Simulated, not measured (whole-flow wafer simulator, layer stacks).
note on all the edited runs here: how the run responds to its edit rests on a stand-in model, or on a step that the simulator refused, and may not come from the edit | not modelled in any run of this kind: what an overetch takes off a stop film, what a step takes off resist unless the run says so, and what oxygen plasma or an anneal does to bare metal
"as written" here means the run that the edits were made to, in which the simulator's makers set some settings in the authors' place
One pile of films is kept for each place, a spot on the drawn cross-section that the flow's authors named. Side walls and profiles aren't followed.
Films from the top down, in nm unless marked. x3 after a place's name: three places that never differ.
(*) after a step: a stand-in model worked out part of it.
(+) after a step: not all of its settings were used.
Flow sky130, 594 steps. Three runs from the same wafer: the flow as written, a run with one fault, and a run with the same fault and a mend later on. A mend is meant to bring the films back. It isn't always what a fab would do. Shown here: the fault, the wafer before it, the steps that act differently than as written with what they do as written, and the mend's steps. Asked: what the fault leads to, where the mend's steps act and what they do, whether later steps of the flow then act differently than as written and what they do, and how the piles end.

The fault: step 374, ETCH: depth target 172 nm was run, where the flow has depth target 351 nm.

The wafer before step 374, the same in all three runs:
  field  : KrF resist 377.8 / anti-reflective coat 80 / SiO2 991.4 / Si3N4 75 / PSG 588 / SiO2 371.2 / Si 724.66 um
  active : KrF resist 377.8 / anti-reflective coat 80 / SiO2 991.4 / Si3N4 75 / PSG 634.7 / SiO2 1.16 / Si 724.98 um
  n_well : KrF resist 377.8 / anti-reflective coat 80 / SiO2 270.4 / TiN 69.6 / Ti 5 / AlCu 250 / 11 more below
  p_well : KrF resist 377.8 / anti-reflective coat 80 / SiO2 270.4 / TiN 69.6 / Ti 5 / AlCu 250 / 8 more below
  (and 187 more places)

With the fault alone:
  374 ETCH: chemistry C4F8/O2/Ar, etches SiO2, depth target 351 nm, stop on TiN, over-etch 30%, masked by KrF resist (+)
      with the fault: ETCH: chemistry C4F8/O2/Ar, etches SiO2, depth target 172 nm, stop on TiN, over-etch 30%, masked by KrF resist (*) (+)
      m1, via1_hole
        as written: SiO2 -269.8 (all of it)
        with the fault: SiO2 -172
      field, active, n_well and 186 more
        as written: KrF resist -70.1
        with the fault: KrF resist -34.4
  Later steps of the flow that act differently than as written (8 more steps differ only slightly, by at most 2% or 0.5 nm, whichever is larger, and aren't shown):
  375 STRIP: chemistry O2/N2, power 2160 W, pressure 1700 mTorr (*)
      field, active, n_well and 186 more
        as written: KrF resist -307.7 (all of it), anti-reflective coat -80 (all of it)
        with the fault: KrF resist -343.4 (all of it), anti-reflective coat -80 (all of it)
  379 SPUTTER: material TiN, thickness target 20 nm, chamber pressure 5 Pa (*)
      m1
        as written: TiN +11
        with the fault: TiN +13 (new film)
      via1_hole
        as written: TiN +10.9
        with the fault: TiN +13 (new film)
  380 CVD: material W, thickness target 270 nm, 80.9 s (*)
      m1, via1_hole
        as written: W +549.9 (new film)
        with the fault: W +449.6 (new film)
  At the end the piles differ from the flow's by more than 2% or 0.5 nm, whichever is larger, at m1, via1_hole.
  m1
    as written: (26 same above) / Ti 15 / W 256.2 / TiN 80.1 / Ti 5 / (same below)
    with the fault: (26 same above) / Ti 15 / W 156 / TiN 13 / SiO2 97.8 / TiN 69.6 / Ti 5 / (same below)
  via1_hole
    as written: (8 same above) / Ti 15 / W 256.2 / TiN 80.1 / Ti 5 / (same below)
    with the fault: (8 same above) / Ti 15 / W 156 / TiN 13 / SiO2 97.8 / TiN 69.6 / Ti 5 / (same below)

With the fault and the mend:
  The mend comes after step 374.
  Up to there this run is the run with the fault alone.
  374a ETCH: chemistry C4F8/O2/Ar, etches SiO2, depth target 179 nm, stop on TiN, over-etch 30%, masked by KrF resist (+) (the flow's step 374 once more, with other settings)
      field, active, n_well and 186 more
        KrF resist -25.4
      m1, via1_hole
        SiO2 -97.8 (all of it)
  Later steps of the flow that act differently than as written:
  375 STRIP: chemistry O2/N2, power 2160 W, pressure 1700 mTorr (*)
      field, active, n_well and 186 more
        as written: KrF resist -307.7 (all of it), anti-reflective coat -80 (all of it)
        with the mend: KrF resist -318 (all of it), anti-reflective coat -80 (all of it)
  At the end the piles are the same as the flow's at every place that both follow.
